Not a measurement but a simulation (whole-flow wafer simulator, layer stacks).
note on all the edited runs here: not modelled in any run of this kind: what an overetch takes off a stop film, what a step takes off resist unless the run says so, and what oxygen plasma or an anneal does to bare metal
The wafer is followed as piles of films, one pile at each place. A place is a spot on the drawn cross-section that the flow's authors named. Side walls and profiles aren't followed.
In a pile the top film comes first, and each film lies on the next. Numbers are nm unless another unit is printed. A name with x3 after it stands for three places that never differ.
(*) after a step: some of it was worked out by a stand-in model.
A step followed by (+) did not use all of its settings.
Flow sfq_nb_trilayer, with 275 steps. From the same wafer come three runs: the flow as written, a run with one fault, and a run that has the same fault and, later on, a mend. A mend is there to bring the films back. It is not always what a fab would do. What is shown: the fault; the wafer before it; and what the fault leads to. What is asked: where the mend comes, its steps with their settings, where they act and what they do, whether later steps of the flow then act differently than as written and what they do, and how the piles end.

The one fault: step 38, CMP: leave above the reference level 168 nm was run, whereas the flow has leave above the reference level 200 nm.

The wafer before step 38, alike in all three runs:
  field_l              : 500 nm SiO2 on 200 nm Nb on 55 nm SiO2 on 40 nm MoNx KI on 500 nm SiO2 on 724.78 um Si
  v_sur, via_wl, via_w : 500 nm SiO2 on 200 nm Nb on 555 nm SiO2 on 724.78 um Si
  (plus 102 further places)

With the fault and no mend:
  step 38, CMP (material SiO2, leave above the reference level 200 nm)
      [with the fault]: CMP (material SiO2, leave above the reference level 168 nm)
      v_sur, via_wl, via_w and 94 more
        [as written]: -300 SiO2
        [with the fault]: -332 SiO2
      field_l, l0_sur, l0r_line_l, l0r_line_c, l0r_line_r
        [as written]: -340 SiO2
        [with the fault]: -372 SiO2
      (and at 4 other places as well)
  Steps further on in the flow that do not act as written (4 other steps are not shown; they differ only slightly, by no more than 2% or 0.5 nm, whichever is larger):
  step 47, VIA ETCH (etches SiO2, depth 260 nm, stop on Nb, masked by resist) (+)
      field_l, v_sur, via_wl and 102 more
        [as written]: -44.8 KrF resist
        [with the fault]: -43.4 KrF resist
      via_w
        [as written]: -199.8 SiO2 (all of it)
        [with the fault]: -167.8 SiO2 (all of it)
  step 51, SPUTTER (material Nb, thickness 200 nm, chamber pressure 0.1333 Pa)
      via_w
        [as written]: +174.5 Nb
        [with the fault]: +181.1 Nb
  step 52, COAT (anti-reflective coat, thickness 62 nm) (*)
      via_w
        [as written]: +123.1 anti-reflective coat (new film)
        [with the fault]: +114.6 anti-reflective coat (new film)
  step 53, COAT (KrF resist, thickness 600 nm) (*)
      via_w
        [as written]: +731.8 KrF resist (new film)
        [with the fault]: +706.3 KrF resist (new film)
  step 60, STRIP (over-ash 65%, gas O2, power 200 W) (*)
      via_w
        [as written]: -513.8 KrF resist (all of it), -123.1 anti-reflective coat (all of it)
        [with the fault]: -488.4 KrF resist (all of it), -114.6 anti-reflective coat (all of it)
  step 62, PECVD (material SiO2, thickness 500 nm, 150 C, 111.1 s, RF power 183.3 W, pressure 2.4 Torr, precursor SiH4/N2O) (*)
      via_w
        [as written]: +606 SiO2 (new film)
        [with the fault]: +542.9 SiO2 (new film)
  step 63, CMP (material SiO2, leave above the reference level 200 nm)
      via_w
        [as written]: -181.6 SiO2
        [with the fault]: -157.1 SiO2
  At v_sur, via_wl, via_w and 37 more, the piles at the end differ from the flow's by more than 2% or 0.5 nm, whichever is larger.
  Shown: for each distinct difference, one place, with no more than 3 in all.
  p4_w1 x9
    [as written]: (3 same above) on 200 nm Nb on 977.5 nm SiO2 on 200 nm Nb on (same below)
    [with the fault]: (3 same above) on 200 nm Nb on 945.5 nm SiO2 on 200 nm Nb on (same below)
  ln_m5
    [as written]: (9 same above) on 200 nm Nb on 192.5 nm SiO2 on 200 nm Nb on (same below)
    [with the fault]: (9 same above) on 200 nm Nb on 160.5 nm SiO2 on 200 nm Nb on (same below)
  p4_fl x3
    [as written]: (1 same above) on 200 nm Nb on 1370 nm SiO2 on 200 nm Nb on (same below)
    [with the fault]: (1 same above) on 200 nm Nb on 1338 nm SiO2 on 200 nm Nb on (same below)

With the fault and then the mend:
  The mend stands after step 39.
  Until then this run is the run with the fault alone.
  step 39a, PECVD (material SiO2, thickness 32 nm, 150 C, 7.111 s, RF power 183.3 W, pressure 2.4 Torr, precursor SiH4/N2O) (the flow's step 37 again, with other settings)
      field_l, v_sur, via_wl and 103 more
        +32 SiO2
  None of the later steps of the flow acts differently than as written at any place that is followed.
  The piles end the same as the flow's at every place that both follow.
